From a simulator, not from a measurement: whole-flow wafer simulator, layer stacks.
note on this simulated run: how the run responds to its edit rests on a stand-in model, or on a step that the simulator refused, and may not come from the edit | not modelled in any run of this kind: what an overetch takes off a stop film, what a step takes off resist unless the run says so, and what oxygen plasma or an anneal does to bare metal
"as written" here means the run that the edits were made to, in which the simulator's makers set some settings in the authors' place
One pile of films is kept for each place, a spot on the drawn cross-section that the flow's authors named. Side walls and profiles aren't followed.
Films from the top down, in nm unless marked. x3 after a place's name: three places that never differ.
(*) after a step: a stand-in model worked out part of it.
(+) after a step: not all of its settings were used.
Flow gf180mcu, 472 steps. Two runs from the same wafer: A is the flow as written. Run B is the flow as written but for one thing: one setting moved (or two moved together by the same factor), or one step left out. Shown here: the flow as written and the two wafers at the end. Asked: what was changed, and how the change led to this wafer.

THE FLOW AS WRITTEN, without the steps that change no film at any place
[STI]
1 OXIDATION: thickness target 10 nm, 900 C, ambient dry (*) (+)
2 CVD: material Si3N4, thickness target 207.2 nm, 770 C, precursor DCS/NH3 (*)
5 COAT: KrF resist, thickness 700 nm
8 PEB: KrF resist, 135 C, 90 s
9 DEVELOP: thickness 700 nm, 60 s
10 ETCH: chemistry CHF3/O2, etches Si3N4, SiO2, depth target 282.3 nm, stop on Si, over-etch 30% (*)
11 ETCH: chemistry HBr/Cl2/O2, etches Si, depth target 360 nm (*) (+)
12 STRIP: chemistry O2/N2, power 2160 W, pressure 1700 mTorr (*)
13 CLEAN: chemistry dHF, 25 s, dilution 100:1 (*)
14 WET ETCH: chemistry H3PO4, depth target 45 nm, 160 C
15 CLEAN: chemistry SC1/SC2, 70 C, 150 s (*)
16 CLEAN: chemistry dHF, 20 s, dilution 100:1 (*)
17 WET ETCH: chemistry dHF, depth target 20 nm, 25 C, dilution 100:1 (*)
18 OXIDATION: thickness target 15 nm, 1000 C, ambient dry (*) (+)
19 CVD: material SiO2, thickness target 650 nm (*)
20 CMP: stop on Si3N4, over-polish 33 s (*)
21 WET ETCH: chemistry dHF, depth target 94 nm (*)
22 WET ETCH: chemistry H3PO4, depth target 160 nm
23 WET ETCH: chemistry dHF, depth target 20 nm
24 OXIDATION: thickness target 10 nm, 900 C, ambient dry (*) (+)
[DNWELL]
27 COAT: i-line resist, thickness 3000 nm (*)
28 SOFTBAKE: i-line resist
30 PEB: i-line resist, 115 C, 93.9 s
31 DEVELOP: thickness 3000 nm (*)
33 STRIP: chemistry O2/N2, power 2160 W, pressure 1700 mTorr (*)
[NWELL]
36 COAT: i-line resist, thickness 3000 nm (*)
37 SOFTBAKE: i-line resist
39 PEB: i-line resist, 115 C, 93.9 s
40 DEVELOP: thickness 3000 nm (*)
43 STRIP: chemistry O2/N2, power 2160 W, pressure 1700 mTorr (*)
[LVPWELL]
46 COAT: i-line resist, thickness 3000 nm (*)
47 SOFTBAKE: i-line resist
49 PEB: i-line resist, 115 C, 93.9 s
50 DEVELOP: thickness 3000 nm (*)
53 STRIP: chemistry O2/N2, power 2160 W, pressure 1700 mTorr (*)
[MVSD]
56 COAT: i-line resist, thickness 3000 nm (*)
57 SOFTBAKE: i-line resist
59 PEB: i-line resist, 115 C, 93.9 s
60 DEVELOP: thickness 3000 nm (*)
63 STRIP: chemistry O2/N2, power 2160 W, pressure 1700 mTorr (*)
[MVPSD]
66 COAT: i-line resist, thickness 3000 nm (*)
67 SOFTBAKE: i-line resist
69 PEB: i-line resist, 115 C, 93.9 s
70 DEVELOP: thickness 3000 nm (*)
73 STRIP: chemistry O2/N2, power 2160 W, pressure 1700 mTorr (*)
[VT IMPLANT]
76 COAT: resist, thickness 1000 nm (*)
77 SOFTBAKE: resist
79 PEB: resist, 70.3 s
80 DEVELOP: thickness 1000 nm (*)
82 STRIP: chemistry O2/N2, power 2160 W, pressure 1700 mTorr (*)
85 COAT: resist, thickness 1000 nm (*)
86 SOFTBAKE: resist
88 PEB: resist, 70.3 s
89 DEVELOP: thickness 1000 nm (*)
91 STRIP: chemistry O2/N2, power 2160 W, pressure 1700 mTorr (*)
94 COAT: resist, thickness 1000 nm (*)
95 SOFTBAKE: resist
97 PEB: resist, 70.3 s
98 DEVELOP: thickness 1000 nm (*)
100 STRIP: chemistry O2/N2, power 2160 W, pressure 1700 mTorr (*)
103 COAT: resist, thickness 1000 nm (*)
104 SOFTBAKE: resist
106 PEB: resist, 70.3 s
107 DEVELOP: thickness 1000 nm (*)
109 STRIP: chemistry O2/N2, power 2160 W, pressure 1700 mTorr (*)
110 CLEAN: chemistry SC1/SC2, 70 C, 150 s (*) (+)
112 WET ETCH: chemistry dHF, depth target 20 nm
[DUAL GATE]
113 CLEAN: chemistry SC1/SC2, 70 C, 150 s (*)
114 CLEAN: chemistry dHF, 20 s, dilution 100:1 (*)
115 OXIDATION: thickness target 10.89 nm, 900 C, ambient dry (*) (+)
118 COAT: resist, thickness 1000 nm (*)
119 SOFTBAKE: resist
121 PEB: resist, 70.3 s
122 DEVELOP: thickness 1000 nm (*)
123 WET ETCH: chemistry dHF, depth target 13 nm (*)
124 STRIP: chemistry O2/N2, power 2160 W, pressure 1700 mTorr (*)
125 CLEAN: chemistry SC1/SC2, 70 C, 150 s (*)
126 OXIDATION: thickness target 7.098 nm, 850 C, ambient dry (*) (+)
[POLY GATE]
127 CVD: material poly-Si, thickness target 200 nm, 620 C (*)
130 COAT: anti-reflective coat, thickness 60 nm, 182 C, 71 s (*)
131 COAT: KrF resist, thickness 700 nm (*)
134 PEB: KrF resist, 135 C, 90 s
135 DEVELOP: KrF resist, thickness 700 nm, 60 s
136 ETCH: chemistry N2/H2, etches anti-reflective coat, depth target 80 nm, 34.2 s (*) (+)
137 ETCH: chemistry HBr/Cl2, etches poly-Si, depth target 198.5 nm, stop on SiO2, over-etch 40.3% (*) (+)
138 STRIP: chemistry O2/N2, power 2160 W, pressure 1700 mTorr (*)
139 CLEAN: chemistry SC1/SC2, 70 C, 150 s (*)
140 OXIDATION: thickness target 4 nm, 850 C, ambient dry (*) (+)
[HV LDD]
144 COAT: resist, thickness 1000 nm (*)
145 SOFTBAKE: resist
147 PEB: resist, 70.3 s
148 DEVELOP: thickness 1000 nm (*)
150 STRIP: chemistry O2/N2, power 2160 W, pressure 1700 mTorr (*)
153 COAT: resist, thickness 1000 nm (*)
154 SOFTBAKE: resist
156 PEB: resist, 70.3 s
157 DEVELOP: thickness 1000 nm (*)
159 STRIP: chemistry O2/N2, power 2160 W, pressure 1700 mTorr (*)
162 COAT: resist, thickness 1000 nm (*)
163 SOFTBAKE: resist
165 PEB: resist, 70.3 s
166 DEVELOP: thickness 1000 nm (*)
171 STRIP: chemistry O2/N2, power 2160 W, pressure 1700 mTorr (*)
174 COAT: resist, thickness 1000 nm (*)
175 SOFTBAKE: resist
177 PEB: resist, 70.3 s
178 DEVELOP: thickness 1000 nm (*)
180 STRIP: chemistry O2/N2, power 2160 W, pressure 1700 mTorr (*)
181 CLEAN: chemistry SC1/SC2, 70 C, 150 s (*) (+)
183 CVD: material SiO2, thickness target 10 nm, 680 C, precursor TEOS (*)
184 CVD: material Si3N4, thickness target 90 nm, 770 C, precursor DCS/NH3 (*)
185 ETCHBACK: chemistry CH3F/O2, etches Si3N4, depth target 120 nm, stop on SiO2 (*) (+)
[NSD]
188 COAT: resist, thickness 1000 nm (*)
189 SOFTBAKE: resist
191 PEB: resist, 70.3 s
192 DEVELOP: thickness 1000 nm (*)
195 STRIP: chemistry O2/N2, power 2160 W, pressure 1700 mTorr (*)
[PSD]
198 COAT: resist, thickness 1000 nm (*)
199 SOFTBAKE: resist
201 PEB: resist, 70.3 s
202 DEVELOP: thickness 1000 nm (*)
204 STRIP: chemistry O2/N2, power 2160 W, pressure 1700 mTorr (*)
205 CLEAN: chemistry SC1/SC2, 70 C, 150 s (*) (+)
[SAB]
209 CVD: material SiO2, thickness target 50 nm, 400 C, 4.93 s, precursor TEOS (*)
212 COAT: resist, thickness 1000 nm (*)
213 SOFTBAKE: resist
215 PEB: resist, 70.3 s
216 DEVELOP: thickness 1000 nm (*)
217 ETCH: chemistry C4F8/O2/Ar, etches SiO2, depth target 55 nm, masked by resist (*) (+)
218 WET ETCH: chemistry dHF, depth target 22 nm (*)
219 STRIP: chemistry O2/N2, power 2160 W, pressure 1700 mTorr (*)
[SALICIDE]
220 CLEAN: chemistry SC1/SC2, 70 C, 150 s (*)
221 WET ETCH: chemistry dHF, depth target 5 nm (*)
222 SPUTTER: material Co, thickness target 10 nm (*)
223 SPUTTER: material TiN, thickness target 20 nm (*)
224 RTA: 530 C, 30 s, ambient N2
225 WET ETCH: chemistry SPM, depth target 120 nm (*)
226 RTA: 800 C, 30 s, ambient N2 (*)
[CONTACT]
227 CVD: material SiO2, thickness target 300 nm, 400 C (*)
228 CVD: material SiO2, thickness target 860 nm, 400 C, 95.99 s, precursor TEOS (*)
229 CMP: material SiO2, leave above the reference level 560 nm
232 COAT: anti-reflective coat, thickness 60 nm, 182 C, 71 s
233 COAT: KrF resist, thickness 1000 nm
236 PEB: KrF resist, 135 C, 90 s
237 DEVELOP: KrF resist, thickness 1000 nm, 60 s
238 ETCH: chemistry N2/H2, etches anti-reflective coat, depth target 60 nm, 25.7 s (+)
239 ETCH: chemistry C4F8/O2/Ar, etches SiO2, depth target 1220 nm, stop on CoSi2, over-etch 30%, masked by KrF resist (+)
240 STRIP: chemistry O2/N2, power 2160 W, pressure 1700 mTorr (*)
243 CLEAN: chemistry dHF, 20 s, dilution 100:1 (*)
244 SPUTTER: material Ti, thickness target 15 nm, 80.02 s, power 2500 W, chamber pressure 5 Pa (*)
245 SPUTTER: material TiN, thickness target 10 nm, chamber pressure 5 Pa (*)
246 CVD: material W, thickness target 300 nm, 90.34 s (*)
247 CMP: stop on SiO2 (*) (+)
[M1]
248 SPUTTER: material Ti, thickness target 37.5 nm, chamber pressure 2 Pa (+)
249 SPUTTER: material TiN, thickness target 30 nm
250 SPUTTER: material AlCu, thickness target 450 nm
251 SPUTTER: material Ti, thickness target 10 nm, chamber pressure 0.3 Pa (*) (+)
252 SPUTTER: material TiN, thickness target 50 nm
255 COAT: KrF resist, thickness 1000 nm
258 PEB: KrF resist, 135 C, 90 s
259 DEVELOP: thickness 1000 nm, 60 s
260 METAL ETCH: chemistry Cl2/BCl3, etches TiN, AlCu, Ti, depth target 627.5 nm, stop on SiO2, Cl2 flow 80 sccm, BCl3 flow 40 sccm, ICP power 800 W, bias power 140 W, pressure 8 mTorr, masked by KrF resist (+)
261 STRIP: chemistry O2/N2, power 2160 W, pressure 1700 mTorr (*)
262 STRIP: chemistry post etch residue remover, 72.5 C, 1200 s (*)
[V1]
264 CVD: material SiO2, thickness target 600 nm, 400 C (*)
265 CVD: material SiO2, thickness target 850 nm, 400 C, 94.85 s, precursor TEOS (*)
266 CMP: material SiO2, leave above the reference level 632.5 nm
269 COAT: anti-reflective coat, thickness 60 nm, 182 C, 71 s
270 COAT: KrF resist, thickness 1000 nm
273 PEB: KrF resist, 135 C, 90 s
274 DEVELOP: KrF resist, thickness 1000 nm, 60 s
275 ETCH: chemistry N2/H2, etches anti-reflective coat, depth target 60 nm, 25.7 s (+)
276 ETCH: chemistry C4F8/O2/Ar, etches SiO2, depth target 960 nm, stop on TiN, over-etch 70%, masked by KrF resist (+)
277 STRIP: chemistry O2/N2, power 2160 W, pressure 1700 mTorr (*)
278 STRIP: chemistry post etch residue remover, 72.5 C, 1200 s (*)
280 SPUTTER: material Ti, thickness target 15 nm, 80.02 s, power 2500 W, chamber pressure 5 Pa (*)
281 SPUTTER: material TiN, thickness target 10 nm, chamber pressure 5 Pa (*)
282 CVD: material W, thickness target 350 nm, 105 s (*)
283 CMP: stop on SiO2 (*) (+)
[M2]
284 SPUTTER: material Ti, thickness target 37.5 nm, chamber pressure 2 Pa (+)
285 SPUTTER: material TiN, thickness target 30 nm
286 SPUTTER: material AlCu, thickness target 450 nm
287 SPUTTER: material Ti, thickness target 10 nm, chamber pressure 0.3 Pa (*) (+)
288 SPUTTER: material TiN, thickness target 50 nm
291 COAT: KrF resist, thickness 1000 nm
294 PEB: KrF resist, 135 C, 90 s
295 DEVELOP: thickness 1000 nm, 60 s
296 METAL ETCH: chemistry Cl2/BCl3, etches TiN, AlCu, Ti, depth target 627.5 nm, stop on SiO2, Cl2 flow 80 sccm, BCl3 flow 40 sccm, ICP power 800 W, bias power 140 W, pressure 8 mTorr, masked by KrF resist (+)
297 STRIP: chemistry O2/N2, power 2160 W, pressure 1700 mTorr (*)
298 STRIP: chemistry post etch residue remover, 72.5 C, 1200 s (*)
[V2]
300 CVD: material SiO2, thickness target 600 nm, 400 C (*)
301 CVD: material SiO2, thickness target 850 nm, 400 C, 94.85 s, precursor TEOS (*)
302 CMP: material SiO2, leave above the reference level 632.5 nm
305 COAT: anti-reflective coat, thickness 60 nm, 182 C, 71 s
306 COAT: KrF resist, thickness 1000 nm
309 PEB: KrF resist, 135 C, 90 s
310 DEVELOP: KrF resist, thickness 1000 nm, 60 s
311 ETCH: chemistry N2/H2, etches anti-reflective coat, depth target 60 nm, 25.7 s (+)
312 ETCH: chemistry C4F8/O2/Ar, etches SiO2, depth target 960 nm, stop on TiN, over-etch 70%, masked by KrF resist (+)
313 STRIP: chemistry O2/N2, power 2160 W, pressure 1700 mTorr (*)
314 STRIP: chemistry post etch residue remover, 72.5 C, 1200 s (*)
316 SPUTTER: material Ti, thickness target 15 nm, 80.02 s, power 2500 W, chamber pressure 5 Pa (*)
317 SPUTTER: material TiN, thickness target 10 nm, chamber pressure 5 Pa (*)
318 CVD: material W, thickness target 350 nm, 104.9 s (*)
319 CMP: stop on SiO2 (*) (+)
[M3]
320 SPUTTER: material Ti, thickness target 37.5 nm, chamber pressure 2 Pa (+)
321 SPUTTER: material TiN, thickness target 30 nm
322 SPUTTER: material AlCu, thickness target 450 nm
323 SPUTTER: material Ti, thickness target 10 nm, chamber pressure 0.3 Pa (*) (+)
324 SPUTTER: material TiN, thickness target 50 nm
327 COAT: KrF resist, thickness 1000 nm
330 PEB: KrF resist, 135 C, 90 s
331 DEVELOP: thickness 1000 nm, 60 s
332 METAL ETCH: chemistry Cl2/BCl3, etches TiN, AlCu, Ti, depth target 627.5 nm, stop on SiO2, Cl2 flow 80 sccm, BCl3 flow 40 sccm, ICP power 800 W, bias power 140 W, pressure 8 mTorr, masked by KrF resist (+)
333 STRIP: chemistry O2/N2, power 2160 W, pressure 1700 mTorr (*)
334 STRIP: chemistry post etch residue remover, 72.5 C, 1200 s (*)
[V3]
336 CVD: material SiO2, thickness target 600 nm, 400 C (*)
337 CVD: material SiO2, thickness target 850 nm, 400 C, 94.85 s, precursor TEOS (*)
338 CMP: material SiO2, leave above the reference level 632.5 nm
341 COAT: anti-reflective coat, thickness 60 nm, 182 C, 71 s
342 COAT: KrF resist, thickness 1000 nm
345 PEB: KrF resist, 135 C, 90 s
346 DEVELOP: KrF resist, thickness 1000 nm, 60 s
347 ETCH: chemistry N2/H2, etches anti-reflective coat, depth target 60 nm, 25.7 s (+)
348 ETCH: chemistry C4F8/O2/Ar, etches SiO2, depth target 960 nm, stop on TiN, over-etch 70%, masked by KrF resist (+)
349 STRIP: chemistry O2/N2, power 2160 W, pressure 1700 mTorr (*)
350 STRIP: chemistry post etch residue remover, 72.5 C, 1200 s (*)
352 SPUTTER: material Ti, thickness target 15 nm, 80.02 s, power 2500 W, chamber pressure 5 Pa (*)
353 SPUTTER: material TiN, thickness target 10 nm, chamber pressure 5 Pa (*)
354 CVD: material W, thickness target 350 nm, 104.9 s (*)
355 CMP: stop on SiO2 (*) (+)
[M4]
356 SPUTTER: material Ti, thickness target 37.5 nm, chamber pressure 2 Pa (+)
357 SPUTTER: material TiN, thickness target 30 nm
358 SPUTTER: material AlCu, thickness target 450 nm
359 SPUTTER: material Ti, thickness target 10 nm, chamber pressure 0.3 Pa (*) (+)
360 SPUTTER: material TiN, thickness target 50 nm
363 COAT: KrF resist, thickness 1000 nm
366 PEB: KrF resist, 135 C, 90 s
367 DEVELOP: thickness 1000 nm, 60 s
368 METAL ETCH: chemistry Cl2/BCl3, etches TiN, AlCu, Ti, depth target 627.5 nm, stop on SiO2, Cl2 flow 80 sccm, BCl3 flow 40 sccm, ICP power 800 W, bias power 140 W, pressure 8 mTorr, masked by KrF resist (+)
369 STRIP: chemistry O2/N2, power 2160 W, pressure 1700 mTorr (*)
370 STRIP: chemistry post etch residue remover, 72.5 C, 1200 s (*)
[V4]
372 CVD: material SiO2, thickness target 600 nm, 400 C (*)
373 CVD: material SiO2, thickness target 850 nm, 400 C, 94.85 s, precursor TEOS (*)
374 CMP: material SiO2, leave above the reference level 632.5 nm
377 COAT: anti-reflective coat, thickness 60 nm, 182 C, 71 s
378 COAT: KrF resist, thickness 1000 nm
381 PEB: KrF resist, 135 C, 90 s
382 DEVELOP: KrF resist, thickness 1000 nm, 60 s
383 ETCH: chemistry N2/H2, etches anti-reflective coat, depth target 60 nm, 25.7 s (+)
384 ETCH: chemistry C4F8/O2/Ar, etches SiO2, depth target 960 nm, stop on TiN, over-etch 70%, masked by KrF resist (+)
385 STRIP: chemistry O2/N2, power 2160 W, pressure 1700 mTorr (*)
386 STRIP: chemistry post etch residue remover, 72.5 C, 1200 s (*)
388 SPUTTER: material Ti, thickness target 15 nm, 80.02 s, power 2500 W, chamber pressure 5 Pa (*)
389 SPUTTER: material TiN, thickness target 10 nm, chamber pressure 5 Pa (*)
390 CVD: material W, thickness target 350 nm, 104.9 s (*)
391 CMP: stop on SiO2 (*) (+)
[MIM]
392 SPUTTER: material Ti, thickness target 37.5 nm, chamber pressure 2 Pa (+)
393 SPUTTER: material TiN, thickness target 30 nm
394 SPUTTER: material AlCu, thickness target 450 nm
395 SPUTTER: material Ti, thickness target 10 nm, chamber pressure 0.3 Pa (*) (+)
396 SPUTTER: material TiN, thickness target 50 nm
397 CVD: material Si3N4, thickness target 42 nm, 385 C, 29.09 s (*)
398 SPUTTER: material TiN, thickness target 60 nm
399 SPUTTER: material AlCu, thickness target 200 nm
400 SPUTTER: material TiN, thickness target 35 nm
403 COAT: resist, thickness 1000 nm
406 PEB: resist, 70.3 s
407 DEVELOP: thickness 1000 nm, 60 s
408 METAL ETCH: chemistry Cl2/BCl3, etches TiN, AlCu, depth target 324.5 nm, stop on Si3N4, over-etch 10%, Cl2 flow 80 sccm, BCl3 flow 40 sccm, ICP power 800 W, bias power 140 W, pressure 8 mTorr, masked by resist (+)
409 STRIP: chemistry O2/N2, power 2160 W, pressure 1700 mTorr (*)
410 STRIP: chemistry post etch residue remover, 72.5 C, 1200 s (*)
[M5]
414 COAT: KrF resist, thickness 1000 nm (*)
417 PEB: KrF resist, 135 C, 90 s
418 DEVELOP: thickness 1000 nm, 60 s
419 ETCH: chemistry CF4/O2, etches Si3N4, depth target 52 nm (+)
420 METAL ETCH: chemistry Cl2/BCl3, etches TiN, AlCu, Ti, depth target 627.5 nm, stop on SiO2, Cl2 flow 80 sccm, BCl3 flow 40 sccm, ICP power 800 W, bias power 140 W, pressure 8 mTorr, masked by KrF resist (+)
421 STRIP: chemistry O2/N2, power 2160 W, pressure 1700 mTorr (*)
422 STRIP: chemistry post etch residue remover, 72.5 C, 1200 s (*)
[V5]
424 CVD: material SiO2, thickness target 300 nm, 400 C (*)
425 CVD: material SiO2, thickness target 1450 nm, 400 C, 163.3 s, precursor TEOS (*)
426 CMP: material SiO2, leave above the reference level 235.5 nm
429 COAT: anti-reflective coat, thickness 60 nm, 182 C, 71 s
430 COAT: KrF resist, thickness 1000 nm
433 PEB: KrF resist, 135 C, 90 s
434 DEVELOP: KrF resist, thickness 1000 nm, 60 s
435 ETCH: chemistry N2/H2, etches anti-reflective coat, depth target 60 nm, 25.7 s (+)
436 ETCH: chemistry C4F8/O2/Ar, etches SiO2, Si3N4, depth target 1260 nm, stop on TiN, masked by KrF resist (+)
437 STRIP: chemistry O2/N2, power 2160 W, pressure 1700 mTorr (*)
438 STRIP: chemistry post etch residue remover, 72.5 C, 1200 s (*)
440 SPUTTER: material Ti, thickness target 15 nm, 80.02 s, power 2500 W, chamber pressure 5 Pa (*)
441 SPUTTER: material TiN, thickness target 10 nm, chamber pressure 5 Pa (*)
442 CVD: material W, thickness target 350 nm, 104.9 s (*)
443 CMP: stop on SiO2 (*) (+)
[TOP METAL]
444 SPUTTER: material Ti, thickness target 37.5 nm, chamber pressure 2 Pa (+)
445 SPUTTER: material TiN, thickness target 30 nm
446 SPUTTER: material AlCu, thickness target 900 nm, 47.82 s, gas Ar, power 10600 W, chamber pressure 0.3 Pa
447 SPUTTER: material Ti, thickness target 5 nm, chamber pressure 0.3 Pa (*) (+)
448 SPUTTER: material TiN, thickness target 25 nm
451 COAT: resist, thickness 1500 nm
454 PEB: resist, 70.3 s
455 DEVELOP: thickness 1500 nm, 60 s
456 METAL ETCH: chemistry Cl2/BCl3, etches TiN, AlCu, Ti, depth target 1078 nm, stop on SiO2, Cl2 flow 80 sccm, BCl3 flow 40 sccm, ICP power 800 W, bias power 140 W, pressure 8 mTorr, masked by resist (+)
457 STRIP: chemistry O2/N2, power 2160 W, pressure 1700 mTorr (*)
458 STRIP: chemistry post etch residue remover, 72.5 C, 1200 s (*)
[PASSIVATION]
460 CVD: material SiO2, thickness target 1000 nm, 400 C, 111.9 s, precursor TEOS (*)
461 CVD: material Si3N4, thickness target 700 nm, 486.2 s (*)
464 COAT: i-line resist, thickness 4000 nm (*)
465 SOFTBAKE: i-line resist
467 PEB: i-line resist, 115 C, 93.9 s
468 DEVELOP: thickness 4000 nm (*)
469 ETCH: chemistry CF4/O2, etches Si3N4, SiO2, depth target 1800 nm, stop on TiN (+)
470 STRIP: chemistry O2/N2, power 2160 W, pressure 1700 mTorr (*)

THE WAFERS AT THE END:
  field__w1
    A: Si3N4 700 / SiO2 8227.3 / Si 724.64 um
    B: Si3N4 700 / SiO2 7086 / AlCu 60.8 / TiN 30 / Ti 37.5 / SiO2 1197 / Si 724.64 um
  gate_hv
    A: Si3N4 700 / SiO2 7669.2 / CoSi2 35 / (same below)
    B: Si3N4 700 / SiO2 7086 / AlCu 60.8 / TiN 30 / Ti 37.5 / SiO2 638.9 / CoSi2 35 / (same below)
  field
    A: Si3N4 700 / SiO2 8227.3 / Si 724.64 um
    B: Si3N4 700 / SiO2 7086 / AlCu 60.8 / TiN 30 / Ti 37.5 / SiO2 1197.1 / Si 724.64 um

The cause: step 250, SPUTTER: thickness target 634 nm was run, where the flow has thickness target 450 nm.

How the change led to this, step by step:
  250 SPUTTER: material AlCu, thickness target 450 nm
      field, field__w1, field__w2 and 108 more: A AlCu +450 (new film) | B AlCu +634 (new film)
  260 METAL ETCH: chemistry Cl2/BCl3, etches TiN, AlCu, Ti, depth target 627.5 nm, stop on SiO2, Cl2 flow 80 sccm, BCl3 flow 40 sccm, ICP power 800 W, bias power 140 W, pressure 8 mTorr, masked by KrF resist (+)
      field, field__w1, field__w2 and 99 more: A TiN -50 (all of it), Ti -10 (all of it), AlCu -450 (all of it), TiN -30 (all of it), Ti -37.5 (all of it) | B TiN -50 (all of it), Ti -10 (all of it), AlCu -567.5
  262 STRIP: chemistry post etch residue remover, 72.5 C, 1200 s (*)
      field, field__w1, field__w2 and 99 more: A nothing | B AlCu -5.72
  264 CVD: material SiO2, thickness target 600 nm, 400 C (*)
      field, field__w1, field__w2 and 99 more: A SiO2 +600 | B SiO2 +600 (new film)
  266 CMP: material SiO2, leave above the reference level 632.5 nm
      field, field__w1, field__w2 and 99 more: A SiO2 -300 | B SiO2 -244.3
Counting metal films that touch as one body, field__w1 has 1 body; the flow as written gives 0 bodies.
Counting metal films that touch as one body, gate_hv has 2 bodies (between them, from the top down: SiO2 638.9); the flow as written gives 1 body.
Counting metal films that touch as one body, field has 1 body; the flow as written gives 0 bodies.
